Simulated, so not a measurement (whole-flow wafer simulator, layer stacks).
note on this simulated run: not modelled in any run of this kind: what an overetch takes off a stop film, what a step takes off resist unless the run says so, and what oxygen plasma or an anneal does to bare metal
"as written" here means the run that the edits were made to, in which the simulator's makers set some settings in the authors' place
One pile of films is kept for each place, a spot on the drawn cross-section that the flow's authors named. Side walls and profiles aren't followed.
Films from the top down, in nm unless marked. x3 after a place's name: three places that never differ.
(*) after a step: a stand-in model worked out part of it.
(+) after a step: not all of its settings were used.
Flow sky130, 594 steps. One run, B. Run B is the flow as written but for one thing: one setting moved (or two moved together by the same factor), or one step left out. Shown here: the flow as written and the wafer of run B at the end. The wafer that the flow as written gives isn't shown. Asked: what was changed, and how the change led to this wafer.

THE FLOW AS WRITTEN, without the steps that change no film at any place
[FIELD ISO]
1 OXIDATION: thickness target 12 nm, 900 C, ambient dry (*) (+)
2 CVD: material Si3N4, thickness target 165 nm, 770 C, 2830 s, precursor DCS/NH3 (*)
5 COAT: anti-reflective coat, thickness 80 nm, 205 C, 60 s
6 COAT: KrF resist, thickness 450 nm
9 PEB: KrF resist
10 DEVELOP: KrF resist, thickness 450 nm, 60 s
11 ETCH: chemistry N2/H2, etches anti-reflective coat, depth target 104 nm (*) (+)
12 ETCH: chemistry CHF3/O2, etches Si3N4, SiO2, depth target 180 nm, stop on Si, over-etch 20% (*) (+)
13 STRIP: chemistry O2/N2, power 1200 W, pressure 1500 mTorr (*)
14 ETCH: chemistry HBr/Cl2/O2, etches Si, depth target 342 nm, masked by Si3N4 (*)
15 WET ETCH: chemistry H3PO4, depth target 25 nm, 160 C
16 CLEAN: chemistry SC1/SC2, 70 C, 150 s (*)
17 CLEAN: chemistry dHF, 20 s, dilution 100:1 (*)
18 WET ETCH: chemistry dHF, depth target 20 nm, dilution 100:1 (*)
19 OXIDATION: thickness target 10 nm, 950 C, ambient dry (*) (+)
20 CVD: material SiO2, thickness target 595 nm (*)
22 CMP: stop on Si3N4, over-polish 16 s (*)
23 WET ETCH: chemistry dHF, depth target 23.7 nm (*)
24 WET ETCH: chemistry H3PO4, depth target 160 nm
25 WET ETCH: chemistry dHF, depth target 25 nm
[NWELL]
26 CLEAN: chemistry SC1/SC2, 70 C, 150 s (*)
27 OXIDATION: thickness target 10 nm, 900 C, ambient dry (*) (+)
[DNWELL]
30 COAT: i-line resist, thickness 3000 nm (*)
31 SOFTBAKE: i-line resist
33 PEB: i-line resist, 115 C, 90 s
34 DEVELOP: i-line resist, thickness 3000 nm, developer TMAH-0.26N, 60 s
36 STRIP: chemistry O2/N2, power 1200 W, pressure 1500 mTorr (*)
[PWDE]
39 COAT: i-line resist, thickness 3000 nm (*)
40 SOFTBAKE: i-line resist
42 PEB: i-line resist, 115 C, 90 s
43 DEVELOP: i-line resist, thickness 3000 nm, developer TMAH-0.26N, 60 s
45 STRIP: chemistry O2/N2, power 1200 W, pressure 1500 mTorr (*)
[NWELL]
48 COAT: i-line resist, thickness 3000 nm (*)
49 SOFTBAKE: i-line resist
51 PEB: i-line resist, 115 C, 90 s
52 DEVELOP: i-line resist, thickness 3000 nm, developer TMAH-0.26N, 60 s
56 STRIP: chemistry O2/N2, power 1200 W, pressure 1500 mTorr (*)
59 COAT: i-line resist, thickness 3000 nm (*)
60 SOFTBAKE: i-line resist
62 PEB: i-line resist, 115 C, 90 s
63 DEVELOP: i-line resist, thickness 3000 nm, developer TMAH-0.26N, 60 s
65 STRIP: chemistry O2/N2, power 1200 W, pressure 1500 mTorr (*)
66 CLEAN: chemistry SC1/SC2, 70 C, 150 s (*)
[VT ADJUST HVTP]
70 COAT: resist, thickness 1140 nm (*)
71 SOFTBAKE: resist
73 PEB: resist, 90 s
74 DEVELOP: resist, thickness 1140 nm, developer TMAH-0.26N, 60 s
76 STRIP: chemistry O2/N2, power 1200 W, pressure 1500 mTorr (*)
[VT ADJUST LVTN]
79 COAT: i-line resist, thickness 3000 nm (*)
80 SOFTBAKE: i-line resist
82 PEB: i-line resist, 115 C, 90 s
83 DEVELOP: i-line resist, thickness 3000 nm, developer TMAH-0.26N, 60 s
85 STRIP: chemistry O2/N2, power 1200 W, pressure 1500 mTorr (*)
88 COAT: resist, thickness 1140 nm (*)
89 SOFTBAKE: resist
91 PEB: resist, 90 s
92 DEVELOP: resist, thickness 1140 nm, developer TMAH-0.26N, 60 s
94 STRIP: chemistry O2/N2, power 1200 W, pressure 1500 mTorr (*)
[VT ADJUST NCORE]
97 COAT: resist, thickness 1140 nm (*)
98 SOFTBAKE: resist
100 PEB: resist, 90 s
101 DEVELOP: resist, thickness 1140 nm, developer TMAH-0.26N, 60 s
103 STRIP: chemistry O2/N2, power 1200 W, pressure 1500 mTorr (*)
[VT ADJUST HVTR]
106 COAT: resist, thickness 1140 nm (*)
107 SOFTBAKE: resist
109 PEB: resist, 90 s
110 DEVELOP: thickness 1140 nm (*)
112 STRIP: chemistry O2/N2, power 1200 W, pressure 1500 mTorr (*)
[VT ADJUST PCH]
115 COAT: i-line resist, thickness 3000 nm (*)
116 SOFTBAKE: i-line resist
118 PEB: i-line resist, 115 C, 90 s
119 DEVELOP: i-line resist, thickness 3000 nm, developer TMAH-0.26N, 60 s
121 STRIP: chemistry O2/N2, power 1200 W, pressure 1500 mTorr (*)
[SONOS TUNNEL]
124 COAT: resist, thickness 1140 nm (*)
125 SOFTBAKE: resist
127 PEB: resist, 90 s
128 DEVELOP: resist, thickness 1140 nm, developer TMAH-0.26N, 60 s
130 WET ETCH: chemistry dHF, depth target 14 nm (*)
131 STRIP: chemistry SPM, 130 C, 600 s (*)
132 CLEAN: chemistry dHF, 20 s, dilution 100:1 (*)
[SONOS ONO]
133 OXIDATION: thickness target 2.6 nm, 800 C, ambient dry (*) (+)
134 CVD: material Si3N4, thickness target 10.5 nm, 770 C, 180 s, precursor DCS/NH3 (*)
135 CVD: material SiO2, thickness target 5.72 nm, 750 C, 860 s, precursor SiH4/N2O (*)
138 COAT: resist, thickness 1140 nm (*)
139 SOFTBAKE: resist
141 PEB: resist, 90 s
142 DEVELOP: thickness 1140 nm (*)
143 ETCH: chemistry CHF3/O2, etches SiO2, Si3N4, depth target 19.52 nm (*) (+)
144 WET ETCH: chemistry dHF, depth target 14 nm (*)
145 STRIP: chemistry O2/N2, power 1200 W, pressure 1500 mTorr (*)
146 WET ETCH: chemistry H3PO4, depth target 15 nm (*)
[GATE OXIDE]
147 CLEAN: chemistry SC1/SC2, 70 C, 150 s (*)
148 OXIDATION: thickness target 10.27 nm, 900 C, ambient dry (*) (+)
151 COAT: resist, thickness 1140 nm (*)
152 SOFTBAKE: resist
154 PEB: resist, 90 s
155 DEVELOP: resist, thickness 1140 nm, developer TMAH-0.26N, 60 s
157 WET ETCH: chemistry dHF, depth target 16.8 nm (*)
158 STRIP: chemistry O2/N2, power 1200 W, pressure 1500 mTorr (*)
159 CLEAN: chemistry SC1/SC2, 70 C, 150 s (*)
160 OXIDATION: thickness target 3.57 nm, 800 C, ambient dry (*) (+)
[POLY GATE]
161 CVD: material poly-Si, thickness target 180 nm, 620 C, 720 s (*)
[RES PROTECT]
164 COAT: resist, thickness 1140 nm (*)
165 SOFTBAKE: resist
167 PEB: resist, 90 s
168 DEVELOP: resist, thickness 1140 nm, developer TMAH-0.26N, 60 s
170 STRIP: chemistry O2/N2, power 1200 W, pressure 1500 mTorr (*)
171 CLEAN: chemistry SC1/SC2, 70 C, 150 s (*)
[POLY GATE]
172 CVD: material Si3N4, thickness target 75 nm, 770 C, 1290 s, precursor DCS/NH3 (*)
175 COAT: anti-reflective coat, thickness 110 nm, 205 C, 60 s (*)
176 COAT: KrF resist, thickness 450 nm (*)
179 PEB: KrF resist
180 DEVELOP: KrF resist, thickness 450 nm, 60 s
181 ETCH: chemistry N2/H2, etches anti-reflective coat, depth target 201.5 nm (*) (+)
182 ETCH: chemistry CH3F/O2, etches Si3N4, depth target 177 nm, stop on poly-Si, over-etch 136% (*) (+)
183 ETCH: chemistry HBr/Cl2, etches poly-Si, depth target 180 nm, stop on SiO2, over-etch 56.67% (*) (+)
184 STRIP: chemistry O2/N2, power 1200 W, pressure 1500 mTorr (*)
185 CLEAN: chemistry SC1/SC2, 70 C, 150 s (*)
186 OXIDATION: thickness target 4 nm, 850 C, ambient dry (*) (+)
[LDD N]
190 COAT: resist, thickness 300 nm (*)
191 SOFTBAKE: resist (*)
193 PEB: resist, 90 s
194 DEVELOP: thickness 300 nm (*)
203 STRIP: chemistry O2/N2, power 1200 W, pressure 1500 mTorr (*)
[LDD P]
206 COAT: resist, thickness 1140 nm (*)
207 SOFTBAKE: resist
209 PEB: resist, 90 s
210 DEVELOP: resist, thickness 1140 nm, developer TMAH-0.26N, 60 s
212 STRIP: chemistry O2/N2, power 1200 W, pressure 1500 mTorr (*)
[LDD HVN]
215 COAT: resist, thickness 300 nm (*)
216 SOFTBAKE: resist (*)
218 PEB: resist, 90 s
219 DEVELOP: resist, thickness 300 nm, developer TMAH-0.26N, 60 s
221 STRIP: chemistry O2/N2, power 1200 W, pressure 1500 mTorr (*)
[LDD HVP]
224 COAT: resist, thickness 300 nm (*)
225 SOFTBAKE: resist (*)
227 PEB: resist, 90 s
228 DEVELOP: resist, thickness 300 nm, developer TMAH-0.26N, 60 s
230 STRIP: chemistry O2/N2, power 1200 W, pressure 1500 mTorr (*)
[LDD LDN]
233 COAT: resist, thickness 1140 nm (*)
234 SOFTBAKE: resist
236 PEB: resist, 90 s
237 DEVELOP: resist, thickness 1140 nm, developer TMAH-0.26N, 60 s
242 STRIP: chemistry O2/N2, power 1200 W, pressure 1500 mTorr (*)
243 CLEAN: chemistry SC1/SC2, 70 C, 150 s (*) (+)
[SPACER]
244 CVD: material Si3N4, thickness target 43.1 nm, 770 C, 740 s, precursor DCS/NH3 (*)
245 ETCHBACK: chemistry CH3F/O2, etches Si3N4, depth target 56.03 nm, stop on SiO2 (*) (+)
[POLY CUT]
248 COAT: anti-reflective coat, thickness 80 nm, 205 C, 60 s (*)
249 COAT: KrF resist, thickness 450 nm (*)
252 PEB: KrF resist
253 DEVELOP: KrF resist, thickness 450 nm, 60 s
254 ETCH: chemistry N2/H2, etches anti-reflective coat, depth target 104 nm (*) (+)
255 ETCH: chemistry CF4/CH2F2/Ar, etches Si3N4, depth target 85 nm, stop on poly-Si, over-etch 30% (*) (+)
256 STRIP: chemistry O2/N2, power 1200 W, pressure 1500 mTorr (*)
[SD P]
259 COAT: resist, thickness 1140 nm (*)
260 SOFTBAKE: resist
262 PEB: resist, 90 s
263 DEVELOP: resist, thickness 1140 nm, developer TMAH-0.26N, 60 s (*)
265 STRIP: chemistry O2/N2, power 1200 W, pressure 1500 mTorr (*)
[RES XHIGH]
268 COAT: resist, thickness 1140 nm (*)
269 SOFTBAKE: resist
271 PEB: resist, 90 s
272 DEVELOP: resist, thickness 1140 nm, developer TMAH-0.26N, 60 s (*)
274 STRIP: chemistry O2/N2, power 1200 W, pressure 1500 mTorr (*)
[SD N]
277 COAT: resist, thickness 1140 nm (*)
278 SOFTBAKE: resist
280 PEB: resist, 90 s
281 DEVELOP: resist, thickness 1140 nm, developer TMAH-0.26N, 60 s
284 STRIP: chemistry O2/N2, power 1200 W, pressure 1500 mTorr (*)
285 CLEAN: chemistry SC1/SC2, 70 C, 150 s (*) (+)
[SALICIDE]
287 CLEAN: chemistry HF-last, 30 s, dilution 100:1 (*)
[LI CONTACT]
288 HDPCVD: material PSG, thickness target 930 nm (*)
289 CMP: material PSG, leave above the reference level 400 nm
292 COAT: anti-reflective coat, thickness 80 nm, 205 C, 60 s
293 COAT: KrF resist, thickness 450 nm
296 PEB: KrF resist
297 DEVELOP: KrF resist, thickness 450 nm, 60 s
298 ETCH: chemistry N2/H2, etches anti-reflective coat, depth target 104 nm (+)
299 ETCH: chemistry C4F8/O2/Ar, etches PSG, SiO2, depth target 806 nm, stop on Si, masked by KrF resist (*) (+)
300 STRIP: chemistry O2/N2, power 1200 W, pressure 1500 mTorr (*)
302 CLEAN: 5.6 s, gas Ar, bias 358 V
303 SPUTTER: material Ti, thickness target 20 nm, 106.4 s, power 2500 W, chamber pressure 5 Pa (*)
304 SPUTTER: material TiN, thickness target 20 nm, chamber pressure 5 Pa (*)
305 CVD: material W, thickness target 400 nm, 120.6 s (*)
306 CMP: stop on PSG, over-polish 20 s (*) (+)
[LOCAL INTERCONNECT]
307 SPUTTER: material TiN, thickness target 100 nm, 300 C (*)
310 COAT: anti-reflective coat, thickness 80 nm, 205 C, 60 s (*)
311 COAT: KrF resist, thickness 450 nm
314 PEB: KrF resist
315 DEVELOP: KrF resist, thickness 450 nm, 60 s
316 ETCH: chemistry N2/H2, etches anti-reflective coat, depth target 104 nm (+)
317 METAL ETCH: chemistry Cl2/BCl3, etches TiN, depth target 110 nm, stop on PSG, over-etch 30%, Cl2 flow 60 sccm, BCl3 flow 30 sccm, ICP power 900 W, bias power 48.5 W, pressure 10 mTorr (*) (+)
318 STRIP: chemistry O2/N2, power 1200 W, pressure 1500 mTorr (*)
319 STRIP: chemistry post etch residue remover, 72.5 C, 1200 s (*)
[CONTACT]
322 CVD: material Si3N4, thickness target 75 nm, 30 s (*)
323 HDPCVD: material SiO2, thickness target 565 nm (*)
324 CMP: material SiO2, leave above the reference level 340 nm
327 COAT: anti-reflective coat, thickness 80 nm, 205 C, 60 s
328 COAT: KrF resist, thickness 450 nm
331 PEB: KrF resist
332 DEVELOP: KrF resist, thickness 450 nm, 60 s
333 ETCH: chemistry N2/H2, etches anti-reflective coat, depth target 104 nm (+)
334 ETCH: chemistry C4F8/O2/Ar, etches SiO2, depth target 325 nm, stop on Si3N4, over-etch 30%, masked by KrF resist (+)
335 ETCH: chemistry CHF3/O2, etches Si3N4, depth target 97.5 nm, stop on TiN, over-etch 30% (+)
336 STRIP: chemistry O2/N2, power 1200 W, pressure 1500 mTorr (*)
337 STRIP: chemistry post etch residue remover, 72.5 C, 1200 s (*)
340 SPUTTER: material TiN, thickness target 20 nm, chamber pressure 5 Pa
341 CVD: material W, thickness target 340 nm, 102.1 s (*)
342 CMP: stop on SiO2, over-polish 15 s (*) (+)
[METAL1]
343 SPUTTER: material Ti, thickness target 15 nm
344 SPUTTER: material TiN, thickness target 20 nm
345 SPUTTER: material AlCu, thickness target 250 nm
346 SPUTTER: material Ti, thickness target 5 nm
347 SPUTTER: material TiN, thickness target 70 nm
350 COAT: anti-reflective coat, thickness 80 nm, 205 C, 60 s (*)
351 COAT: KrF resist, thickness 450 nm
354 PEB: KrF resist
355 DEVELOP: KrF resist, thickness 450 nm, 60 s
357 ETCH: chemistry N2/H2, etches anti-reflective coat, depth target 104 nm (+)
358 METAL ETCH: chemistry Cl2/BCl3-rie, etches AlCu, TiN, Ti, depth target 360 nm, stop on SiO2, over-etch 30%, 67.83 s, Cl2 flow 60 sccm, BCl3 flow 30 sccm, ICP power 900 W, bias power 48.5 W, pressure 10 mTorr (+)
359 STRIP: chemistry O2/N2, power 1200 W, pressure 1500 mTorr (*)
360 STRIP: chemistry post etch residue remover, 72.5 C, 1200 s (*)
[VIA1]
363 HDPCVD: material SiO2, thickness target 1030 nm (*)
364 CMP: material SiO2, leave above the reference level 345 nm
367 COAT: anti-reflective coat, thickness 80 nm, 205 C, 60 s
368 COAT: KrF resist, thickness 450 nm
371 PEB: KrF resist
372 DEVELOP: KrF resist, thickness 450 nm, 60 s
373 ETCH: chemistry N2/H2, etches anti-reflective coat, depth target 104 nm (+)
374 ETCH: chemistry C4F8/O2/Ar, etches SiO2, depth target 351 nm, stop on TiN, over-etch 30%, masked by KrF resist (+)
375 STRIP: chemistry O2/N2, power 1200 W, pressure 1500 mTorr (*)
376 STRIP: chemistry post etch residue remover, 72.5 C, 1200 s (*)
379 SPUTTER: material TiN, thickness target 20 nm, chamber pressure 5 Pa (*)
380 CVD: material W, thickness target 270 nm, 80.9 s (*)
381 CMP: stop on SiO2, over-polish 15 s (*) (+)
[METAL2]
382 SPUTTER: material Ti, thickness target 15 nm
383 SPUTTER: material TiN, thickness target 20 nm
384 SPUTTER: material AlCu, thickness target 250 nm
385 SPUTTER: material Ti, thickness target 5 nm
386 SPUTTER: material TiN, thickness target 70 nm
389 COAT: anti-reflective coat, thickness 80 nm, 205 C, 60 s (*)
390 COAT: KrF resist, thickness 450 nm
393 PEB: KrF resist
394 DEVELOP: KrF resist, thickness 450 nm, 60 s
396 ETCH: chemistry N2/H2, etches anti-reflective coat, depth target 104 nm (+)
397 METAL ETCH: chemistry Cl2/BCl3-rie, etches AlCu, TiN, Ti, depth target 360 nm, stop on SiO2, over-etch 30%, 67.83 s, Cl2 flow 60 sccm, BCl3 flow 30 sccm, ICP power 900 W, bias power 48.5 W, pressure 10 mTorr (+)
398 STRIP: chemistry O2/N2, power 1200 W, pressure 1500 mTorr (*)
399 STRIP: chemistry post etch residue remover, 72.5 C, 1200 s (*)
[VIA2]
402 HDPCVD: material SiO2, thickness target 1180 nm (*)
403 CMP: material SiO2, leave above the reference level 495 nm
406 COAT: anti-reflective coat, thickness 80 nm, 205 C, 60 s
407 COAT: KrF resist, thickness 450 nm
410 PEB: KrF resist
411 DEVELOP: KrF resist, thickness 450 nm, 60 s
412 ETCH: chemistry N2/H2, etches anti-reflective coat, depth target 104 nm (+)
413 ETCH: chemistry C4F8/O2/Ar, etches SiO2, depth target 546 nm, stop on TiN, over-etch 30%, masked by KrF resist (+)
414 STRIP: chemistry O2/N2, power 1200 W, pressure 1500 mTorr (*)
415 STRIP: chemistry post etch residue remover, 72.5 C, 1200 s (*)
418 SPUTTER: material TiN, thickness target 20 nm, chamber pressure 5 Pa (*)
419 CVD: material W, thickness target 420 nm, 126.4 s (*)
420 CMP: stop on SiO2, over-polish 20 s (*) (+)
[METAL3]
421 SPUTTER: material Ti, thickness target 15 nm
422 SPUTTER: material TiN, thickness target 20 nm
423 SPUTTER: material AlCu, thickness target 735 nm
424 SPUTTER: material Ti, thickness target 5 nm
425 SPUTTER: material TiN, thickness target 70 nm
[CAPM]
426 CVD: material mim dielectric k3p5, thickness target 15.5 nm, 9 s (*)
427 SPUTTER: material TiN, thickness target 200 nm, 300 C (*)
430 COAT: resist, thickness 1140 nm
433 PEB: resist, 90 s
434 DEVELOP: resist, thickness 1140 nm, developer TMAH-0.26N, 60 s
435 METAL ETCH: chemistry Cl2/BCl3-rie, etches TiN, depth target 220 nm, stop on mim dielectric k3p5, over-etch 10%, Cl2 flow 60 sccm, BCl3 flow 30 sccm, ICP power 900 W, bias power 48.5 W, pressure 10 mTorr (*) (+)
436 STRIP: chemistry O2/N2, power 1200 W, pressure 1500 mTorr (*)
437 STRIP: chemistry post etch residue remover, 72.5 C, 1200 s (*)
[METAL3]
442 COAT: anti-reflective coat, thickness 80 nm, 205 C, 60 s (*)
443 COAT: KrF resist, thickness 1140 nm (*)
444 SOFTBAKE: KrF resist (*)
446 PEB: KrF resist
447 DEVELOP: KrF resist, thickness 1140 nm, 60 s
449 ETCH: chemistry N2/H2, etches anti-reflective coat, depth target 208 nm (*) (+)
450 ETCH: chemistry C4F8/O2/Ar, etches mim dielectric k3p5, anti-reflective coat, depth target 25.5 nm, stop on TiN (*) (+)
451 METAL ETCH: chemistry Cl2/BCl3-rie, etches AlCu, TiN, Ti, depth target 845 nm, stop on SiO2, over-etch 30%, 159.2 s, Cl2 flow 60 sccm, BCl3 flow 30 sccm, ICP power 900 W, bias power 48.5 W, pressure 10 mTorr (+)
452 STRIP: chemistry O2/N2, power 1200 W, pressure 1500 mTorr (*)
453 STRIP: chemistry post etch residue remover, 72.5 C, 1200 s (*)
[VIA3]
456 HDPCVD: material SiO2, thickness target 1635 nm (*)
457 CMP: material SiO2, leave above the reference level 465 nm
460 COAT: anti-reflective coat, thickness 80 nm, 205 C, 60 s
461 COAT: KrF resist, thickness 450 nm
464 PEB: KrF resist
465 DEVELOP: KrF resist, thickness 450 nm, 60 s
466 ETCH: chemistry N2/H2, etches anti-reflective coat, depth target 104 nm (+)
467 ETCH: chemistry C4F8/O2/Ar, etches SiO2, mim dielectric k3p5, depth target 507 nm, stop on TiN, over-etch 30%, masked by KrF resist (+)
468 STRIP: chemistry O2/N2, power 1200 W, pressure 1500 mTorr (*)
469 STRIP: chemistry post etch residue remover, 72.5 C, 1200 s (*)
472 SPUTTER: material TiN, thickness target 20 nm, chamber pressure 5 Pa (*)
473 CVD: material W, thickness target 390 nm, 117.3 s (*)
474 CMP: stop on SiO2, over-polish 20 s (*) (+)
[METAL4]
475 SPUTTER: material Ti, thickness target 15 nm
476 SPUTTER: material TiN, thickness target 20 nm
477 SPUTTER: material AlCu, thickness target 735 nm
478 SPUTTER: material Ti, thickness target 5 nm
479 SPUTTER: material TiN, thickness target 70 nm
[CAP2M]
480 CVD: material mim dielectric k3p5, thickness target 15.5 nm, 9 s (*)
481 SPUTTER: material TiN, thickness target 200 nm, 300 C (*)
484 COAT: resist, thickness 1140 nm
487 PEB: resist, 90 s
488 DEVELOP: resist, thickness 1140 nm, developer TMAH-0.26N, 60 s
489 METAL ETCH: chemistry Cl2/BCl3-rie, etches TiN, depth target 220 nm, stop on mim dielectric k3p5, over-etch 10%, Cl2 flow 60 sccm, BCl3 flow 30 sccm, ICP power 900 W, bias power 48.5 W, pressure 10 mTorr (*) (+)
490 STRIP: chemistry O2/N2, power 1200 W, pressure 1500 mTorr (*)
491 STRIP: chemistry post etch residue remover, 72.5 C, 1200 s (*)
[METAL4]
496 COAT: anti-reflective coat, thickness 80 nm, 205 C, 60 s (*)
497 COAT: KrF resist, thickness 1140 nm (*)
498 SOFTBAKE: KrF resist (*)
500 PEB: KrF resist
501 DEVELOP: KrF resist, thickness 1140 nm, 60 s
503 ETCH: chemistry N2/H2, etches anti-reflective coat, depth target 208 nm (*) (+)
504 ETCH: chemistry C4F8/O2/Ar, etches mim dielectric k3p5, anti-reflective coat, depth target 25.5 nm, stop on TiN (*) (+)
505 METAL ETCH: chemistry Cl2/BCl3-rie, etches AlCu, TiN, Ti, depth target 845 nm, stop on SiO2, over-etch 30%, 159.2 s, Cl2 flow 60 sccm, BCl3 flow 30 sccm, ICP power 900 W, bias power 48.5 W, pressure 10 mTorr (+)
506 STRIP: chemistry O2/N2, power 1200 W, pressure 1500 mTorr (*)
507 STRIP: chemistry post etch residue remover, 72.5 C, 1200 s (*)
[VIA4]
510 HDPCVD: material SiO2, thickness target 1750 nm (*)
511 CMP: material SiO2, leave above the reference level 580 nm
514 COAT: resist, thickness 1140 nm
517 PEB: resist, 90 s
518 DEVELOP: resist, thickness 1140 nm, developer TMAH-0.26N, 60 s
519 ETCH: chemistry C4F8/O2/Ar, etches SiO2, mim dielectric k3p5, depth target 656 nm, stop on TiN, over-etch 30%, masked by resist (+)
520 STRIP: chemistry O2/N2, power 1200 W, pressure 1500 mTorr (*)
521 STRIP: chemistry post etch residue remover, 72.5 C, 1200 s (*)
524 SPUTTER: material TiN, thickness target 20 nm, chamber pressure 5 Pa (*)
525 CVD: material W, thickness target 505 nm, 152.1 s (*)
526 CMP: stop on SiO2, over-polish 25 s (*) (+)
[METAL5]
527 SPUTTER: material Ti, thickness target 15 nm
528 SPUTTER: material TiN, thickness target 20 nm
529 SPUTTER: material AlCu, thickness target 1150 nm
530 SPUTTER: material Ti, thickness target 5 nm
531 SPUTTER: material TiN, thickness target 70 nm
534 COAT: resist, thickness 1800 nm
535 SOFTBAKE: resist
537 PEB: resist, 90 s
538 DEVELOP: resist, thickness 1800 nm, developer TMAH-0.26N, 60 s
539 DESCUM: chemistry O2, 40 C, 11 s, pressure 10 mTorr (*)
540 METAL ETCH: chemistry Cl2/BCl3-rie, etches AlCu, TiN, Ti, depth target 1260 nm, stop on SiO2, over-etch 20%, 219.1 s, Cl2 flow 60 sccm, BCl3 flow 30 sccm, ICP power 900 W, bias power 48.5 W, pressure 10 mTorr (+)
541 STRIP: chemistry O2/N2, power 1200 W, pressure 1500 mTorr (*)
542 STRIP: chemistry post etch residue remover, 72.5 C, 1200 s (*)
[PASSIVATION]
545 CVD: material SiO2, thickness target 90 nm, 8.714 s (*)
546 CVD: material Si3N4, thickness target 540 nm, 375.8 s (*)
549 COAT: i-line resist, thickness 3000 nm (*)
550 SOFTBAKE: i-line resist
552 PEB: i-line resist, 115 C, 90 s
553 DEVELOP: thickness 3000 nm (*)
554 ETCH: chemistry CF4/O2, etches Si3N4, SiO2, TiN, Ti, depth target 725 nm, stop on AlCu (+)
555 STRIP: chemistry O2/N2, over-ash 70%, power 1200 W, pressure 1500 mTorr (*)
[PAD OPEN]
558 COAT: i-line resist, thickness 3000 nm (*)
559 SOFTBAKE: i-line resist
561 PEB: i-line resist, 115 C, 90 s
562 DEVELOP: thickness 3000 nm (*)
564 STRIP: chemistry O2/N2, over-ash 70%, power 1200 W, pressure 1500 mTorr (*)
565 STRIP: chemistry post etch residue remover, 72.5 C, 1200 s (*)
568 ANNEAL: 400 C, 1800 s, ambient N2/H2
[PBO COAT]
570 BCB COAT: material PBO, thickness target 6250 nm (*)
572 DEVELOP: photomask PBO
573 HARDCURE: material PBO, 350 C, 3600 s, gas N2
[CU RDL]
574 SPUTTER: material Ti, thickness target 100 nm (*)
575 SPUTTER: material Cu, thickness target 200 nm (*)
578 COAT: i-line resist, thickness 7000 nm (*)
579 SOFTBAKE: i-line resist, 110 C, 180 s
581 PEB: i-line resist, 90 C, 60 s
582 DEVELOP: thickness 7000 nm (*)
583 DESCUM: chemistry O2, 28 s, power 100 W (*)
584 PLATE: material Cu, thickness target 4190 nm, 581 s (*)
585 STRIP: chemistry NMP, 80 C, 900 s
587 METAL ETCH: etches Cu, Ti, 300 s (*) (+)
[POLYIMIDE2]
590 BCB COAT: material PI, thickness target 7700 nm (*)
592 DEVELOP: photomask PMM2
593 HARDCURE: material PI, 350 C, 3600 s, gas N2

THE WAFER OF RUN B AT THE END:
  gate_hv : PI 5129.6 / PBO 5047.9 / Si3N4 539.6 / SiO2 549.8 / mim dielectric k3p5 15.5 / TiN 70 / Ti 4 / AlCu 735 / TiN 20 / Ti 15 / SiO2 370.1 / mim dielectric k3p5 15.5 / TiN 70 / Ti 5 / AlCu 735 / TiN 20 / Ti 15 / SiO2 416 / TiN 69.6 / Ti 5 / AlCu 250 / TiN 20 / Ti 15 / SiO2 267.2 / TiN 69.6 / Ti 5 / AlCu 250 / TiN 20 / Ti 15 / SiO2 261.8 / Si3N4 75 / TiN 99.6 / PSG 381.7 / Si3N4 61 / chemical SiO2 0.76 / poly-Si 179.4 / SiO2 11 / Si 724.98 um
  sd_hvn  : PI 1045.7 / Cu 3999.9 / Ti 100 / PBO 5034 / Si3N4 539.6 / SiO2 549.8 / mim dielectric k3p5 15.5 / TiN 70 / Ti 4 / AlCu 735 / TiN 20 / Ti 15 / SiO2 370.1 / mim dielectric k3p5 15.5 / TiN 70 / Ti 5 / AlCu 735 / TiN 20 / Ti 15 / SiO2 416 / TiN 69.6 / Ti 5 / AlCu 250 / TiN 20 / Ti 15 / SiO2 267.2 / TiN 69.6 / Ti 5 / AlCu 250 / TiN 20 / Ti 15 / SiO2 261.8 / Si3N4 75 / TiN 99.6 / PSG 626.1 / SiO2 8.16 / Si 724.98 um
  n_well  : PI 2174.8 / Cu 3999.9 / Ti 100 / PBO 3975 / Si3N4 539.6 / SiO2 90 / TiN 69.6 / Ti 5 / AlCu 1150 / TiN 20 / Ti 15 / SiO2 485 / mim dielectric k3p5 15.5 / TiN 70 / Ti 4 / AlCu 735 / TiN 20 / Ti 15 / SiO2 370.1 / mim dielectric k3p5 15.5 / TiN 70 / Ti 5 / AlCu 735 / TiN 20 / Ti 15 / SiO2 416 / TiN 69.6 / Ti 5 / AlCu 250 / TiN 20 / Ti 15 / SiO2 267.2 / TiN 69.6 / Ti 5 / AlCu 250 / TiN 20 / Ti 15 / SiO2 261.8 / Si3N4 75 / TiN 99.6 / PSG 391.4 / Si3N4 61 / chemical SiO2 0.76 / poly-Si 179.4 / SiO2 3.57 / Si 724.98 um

The cause: step 478, SPUTTER: thickness target 4 nm was run, where the flow has thickness target 5 nm.
It can be read off the wafer: gate_hv has Ti 4, and step 478 as written asks for 5 nm.

How the change led to this, step by step:
  478 SPUTTER: material Ti, thickness target 5 nm
      field, active, n_well and 189 more: Ti +4 (new film) (as written it would be: Ti +5 (new film))
  505 METAL ETCH: chemistry Cl2/BCl3-rie, etches AlCu, TiN, Ti, depth target 845 nm, stop on SiO2, over-etch 30%, 159.2 s, Cl2 flow 60 sccm, BCl3 flow 30 sccm, ICP power 900 W, bias power 48.5 W, pressure 10 mTorr (+)
      field, active, gate and 63 more: TiN -70 (all of it), Ti -4 (all of it), AlCu -735 (all of it), TiN -20 (all of it), Ti -15 (all of it), SiO2 -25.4 (as written it would be: TiN -70 (all of it), Ti -5 (all of it), AlCu -735 (all of it), TiN -20 (all of it), Ti -15 (all of it), SiO2 -25.4)
      vpp_iso1, m1_ln, poly_licon and 8 more: TiN -70 (all of it), Ti -4 (all of it), AlCu -735 (all of it), TiN -20 (all of it), Ti -15 (all of it), SiO2 -25.4 (as written it would be: TiN -70 (all of it), Ti -5 (all of it), AlCu -735 (all of it), TiN -20 (all of it), Ti -15 (all of it), SiO2 -25.3)
      (and at 11 more places)
